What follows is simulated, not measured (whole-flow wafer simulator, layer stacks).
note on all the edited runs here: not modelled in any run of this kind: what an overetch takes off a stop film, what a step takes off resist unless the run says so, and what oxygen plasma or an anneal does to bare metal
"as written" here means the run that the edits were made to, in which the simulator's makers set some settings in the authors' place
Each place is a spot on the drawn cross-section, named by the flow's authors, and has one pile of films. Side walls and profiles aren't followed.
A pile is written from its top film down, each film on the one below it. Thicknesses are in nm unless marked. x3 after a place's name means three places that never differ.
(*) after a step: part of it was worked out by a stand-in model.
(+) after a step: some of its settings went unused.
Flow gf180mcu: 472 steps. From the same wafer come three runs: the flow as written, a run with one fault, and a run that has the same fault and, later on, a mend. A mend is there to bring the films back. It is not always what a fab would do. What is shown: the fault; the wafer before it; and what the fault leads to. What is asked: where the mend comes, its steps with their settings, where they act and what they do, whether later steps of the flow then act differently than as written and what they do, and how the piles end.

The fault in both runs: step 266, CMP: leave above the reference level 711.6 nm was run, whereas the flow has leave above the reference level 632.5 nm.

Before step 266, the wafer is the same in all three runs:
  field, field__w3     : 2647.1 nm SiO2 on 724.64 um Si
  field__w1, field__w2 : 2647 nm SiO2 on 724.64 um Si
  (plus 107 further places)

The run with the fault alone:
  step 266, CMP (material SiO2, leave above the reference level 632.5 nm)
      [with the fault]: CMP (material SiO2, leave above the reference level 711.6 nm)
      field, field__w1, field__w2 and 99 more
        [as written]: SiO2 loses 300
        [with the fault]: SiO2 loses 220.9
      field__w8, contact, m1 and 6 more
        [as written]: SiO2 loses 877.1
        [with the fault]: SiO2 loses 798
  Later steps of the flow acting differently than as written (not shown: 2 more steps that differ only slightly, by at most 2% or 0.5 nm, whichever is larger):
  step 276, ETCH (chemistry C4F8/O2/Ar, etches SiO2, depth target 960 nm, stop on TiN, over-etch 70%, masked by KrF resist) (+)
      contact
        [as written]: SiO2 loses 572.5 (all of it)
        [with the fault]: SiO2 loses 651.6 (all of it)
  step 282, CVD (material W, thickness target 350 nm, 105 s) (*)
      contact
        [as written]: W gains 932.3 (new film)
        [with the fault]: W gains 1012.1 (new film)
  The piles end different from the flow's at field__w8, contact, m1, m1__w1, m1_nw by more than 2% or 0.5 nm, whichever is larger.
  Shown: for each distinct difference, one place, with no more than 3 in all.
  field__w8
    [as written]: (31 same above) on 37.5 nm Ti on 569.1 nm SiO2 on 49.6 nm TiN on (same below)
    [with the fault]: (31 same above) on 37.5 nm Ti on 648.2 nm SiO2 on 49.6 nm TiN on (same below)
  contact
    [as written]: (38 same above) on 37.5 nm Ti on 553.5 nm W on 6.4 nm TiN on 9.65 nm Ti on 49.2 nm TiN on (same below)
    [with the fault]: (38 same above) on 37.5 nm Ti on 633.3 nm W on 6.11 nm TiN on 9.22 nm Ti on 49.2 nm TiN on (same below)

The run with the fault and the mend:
  The mend follows step 266.
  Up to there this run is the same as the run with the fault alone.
  step 266a, CMP (material SiO2, leave above the reference level 632.5 nm) (a further turn of the flow's step 266)
      field, field__w1, field__w2 and 108 more
        SiO2 loses 79.1
  Every later step of the flow that is run acts as written at every place that is followed.
  At every place that both follow, the piles at the end match the flow's.
